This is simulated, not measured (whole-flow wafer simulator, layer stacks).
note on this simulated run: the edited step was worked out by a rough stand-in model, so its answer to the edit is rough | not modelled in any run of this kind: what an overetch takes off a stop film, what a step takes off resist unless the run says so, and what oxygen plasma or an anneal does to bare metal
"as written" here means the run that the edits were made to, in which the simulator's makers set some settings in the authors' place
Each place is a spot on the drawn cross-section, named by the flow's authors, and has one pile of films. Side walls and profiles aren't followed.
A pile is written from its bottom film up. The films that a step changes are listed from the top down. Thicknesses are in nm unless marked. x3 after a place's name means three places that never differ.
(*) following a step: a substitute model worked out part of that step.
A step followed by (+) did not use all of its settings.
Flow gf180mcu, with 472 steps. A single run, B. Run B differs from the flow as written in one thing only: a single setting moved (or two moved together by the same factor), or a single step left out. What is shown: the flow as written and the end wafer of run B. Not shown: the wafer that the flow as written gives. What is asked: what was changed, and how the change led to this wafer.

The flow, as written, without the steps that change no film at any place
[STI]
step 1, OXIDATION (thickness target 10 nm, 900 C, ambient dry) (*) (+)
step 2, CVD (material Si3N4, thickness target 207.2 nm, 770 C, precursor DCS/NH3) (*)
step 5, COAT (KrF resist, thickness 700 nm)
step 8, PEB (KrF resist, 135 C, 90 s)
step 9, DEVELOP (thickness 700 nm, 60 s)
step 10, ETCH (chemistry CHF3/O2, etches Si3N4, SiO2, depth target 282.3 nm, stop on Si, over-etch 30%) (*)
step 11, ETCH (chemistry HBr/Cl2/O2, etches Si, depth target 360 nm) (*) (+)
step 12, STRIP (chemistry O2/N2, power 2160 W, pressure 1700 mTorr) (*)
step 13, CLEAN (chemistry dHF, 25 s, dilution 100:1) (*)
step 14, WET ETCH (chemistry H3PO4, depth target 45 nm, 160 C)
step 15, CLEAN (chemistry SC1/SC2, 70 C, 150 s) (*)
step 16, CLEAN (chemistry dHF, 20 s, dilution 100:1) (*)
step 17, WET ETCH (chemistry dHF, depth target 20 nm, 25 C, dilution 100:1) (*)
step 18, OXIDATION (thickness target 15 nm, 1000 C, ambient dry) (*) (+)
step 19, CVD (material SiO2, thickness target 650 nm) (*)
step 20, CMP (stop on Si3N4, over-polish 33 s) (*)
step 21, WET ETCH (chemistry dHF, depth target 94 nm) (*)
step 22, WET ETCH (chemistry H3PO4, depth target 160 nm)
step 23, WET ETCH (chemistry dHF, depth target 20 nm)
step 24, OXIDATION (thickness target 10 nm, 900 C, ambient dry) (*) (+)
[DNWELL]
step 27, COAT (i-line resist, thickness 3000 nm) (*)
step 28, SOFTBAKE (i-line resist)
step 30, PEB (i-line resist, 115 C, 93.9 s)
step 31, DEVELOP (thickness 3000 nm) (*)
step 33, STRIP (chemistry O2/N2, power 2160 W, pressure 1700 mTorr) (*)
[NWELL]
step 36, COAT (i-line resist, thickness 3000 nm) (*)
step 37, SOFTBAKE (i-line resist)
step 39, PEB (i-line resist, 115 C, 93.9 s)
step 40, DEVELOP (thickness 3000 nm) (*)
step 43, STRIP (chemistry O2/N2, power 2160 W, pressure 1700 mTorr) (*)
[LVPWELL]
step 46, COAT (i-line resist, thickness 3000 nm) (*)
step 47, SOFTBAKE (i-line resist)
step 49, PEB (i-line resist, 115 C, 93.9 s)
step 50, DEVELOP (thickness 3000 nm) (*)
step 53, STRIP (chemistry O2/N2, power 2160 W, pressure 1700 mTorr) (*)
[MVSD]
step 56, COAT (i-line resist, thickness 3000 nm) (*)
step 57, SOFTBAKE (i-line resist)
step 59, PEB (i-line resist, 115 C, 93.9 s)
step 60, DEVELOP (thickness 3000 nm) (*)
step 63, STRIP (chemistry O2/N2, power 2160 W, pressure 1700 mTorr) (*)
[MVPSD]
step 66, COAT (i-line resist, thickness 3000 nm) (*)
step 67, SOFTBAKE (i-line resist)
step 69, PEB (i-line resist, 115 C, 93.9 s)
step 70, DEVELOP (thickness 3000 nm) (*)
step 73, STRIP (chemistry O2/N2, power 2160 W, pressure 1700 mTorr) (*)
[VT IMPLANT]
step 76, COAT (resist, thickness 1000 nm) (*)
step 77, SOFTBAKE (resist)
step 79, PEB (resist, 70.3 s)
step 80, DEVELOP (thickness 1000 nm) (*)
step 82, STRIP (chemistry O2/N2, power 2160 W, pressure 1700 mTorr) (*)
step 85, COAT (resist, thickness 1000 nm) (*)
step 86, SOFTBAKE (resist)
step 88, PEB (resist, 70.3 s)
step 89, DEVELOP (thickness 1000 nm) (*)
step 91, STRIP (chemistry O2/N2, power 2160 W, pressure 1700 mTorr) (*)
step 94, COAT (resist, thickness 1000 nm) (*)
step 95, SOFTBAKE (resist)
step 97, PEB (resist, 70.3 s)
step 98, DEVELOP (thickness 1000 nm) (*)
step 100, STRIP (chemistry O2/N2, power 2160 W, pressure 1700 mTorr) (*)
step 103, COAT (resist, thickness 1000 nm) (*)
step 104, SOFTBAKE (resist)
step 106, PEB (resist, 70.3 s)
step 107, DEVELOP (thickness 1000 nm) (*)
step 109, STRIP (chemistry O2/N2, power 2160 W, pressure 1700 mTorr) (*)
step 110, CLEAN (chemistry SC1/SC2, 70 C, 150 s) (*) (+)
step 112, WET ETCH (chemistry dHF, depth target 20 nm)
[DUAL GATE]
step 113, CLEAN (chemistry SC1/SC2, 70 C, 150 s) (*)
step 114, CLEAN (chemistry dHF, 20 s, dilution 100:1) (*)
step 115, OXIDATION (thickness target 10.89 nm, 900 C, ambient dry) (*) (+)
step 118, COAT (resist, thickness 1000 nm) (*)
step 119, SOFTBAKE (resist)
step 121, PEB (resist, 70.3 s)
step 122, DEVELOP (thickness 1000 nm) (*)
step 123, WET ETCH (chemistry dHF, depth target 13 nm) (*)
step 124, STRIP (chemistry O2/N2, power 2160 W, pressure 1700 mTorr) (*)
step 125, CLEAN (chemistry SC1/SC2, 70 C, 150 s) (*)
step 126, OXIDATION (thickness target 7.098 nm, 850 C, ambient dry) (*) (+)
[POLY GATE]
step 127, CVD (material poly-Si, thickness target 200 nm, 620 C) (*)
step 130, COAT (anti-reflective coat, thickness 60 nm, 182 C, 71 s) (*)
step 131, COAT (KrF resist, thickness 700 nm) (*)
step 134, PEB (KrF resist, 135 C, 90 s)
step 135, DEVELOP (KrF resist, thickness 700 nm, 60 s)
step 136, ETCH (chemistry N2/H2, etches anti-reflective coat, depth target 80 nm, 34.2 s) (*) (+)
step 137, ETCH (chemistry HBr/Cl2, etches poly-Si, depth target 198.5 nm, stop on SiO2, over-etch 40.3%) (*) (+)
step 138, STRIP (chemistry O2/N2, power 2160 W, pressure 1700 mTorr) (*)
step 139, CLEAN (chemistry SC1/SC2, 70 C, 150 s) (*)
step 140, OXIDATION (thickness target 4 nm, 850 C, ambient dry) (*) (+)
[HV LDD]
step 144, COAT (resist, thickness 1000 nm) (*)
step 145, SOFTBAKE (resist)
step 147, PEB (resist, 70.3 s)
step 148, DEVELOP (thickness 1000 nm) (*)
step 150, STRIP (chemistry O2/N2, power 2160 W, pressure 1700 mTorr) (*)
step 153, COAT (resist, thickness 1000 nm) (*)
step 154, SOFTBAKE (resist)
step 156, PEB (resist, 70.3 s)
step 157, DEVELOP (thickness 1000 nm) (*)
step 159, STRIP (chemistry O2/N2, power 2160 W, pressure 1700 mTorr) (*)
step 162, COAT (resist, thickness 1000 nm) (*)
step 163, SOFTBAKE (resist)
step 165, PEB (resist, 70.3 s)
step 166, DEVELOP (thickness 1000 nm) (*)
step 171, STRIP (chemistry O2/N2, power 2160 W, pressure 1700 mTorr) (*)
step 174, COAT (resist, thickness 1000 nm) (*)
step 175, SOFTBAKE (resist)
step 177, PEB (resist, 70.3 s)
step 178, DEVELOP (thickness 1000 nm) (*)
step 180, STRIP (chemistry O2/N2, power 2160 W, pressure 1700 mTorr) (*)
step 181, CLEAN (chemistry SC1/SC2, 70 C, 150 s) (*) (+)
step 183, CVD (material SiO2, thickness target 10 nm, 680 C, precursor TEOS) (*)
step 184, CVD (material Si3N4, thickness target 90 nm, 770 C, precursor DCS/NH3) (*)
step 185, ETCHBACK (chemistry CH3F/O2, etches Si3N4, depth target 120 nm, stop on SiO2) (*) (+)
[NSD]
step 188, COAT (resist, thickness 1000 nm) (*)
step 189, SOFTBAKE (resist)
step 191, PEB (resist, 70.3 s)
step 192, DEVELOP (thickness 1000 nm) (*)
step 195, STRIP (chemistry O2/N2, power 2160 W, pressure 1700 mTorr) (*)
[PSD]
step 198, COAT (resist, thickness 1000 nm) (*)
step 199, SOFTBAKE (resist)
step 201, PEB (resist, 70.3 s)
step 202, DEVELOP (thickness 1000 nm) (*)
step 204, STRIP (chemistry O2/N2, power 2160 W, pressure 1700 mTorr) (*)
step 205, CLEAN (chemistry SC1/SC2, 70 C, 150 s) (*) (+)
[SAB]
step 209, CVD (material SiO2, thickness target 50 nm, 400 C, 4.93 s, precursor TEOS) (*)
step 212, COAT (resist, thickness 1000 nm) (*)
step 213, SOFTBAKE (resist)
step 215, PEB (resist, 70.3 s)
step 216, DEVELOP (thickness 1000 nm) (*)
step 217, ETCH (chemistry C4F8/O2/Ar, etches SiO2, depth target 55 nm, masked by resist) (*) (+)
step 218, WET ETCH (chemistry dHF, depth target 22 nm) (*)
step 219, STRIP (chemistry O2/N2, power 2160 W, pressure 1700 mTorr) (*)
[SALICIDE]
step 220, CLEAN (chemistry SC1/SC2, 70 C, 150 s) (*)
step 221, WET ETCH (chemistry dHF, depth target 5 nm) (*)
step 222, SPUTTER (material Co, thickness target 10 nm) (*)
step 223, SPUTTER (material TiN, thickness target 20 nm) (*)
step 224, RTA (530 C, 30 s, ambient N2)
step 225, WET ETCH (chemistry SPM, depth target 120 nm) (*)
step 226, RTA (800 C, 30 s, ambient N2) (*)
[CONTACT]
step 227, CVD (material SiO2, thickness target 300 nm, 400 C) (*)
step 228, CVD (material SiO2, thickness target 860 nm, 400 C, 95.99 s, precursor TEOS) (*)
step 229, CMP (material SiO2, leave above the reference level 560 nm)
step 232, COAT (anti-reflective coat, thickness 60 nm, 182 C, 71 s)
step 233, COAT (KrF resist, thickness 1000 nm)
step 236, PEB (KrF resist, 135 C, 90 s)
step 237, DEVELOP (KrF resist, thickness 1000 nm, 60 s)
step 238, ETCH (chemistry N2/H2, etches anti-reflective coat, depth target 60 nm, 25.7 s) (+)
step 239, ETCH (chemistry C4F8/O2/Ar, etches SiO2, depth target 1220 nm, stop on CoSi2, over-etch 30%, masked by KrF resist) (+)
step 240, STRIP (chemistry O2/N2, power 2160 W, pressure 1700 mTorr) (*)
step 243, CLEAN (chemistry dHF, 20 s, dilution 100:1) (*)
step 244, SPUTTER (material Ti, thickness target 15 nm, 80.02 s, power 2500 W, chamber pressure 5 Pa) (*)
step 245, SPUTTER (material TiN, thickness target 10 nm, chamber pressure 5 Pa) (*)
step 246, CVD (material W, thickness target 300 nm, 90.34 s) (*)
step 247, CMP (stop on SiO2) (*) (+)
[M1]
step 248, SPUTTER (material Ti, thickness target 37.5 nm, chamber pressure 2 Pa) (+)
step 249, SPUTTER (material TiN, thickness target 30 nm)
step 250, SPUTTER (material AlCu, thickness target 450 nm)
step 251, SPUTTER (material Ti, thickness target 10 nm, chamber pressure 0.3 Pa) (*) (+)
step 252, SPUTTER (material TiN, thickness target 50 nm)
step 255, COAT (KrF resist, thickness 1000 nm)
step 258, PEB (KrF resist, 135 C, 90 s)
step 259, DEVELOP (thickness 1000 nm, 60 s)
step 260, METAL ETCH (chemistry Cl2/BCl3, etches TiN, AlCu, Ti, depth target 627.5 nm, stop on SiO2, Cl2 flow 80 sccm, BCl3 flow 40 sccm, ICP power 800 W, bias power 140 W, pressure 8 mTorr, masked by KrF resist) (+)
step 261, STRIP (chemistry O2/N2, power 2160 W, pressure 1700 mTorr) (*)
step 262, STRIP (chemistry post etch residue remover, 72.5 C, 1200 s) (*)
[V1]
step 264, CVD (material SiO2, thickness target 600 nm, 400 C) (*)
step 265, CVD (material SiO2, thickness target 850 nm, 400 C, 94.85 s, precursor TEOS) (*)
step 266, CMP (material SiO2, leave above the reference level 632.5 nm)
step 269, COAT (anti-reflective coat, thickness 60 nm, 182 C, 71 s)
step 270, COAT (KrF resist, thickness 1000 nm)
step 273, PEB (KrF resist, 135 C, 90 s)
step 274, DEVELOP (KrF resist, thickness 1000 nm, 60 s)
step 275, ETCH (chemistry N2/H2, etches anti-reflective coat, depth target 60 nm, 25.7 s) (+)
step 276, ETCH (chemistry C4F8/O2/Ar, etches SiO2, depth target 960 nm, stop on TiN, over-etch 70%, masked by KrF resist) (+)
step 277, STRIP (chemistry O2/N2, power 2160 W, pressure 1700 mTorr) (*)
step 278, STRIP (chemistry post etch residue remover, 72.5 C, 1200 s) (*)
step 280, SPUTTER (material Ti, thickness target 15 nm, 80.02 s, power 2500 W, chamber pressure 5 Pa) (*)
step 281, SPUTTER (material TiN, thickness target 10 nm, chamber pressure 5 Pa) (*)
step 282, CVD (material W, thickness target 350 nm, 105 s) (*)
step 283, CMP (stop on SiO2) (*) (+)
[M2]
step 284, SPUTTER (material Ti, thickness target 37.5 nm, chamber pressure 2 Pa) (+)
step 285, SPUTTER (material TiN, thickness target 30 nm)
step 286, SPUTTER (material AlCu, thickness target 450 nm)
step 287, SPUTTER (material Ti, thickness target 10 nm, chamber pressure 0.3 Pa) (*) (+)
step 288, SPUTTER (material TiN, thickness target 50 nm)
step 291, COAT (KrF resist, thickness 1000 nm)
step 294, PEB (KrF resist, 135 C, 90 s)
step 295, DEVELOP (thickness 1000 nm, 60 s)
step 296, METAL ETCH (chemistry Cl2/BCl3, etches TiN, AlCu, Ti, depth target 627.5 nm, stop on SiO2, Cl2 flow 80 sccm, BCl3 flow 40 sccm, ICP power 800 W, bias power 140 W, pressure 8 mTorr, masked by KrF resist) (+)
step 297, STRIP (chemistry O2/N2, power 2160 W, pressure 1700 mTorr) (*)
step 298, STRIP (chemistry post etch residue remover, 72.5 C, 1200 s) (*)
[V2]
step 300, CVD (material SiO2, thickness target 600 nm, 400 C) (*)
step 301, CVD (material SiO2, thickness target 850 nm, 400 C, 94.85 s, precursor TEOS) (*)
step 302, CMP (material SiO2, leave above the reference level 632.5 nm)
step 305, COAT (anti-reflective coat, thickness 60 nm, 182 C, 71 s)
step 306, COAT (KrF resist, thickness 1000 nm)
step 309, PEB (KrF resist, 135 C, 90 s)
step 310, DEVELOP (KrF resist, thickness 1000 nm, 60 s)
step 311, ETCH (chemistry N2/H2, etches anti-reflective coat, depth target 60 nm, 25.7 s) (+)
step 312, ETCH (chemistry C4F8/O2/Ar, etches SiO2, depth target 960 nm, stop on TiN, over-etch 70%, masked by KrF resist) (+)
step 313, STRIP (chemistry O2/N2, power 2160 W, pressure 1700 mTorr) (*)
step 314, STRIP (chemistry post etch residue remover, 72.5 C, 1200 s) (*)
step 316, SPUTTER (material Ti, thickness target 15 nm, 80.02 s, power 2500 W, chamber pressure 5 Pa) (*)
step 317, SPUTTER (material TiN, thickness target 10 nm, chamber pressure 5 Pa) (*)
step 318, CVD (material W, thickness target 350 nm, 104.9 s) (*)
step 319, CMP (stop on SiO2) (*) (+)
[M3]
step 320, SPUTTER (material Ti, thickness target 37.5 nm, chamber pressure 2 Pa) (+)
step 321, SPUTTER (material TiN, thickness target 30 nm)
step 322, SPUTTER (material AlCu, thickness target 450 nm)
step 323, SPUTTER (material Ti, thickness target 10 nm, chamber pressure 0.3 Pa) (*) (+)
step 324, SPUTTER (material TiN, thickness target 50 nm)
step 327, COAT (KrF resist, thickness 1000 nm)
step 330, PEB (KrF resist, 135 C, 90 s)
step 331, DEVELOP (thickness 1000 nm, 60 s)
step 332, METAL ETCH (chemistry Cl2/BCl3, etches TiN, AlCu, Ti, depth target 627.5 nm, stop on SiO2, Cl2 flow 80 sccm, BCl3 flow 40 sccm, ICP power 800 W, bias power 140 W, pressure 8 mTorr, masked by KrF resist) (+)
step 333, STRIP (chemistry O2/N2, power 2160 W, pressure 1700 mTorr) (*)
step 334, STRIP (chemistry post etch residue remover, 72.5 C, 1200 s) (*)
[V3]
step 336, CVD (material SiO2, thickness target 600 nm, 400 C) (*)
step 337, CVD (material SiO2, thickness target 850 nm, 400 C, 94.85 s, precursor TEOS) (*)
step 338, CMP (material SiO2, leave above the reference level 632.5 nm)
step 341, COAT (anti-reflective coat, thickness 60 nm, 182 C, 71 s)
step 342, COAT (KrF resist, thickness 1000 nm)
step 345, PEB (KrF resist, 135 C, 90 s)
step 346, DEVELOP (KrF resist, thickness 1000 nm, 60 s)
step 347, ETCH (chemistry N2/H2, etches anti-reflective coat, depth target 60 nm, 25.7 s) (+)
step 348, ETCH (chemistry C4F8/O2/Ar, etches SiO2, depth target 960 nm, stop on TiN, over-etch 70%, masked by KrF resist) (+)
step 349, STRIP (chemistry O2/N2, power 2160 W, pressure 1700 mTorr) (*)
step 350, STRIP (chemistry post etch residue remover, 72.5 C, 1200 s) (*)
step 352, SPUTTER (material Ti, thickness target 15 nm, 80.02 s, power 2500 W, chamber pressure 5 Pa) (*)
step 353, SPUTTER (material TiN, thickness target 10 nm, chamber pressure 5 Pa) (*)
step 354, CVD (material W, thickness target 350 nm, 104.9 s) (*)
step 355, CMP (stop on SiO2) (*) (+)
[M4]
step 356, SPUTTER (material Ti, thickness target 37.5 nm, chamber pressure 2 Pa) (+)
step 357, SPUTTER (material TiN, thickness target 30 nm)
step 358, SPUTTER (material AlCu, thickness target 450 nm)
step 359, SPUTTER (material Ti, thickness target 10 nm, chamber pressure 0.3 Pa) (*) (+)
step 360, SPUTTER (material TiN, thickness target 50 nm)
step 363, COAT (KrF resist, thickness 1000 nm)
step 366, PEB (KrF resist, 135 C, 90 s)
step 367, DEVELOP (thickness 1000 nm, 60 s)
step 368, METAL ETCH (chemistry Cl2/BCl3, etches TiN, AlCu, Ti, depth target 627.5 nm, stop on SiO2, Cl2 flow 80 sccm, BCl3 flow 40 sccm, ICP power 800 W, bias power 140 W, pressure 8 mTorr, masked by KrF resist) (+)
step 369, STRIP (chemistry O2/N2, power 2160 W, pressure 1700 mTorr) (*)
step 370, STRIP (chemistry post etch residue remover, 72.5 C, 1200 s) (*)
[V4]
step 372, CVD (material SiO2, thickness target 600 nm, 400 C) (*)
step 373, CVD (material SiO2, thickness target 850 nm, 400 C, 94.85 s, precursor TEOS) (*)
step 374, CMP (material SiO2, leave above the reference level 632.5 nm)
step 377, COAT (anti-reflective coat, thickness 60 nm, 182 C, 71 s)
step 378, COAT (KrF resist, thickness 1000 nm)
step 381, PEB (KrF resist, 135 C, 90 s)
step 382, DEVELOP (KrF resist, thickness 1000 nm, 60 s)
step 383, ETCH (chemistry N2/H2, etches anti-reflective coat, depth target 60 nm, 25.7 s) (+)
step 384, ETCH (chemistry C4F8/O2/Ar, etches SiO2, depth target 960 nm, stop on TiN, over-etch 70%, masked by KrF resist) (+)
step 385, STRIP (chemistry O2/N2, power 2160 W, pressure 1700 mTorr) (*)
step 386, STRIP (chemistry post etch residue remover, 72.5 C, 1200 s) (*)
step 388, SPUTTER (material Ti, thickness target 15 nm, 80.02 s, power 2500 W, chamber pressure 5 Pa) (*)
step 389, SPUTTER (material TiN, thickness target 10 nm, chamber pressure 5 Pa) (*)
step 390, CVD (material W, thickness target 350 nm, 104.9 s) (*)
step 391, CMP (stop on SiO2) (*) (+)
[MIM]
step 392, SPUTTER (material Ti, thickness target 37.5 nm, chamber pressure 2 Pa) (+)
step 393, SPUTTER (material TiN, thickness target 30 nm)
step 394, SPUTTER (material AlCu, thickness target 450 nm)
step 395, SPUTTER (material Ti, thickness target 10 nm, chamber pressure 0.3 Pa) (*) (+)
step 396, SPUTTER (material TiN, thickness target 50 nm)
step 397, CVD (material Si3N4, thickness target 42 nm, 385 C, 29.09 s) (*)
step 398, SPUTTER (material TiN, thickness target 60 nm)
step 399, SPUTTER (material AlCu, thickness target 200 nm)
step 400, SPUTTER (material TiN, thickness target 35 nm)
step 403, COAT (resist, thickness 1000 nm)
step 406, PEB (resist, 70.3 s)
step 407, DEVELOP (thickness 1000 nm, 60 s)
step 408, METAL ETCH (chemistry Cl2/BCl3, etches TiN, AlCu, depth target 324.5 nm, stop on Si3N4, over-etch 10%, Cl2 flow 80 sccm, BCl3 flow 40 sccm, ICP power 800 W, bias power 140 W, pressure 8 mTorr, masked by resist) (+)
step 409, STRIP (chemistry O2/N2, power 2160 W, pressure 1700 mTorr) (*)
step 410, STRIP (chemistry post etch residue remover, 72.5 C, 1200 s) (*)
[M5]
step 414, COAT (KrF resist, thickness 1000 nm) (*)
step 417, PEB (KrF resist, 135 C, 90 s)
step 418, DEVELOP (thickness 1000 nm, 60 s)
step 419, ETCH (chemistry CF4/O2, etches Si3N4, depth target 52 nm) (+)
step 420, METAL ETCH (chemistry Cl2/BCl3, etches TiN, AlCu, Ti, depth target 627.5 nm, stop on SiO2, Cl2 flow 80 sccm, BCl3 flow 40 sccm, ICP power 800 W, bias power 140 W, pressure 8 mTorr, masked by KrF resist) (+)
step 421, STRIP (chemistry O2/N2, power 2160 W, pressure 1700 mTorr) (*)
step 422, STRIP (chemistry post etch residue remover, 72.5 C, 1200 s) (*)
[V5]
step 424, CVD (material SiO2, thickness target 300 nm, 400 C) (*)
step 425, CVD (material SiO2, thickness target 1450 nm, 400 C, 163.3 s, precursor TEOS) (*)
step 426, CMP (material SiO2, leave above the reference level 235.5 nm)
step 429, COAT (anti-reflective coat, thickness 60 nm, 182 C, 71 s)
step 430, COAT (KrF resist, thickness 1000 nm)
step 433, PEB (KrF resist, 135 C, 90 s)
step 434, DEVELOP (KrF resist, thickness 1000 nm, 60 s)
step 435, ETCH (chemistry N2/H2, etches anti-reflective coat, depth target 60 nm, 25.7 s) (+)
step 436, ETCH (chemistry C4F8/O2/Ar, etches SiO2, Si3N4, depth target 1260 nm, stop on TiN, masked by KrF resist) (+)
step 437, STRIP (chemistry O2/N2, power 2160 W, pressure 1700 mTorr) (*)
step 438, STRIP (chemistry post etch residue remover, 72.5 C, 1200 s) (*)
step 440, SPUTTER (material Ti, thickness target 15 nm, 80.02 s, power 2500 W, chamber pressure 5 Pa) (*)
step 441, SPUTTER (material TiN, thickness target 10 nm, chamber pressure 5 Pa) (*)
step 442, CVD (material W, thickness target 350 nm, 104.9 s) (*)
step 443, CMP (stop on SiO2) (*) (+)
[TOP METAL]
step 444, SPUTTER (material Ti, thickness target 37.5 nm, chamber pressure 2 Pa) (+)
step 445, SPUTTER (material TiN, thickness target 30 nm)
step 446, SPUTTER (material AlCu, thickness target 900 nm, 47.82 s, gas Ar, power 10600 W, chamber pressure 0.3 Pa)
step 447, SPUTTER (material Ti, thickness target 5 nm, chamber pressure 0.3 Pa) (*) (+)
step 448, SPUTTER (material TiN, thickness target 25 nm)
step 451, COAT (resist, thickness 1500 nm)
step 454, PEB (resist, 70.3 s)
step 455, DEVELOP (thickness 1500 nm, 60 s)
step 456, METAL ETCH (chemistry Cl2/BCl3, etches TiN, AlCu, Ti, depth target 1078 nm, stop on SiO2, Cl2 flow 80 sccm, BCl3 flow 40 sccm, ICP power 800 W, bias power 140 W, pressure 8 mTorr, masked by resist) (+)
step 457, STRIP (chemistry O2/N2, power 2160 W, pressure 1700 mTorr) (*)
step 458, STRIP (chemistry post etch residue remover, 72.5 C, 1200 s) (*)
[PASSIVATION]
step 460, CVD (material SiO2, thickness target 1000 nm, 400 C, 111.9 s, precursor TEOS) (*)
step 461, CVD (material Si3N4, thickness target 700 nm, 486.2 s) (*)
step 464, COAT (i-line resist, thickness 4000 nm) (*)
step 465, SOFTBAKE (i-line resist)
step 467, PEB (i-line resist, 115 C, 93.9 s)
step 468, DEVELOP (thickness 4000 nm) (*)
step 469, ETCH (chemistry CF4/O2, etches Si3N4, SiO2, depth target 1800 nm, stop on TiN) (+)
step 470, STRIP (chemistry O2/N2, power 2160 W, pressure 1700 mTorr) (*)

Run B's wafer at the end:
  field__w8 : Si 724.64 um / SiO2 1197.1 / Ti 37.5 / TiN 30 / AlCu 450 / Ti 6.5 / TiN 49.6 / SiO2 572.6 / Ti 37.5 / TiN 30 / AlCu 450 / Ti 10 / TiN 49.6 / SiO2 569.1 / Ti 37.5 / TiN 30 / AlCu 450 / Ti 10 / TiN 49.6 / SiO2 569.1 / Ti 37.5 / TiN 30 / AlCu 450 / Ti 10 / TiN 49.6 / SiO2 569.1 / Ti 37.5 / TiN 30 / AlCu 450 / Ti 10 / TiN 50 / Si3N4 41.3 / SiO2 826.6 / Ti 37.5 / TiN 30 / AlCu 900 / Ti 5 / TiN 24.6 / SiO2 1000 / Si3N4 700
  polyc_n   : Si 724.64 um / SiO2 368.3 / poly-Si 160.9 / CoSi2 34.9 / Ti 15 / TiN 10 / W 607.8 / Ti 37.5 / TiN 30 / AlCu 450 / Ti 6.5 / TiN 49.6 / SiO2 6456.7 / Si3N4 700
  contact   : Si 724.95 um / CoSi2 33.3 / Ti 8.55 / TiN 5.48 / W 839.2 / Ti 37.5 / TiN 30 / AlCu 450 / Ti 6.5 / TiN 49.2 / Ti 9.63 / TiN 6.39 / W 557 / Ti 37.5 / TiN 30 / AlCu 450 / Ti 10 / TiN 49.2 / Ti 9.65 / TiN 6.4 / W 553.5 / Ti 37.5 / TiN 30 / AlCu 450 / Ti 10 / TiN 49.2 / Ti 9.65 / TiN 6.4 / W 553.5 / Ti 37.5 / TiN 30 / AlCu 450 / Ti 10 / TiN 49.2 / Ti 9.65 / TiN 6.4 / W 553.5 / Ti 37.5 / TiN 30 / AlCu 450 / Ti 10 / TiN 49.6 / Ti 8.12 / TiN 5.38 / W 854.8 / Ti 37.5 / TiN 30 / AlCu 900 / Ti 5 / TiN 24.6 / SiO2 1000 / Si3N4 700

What caused this: step 251, SPUTTER: thickness target 6.5 nm was run, though the flow has thickness target 10 nm.
One can read it off the wafer: field__w8 has Ti 6.5, and step 251 as written asks for 10 nm.

How this came from the change, step by step:
  step 251, SPUTTER (material Ti, thickness target 10 nm, chamber pressure 0.3 Pa) (*) (+)
      field, field__w1, field__w2 and 108 more: +6.5 Ti (new film) (it would be, as written: +10 Ti (new film))
  step 260, METAL ETCH (chemistry Cl2/BCl3, etches TiN, AlCu, Ti, depth target 627.5 nm, stop on SiO2, Cl2 flow 80 sccm, BCl3 flow 40 sccm, ICP power 800 W, bias power 140 W, pressure 8 mTorr, masked by KrF resist) (+)
      field, field__w1, field__w2 and 99 more: -50 TiN (all of it), -6.5 Ti (all of it), -450 AlCu (all of it), -30 TiN (all of it), -37.5 Ti (all of it) (it would be, as written: -50 TiN (all of it), -10 Ti (all of it), -450 AlCu (all of it), -30 TiN (all of it), -37.5 Ti (all of it))
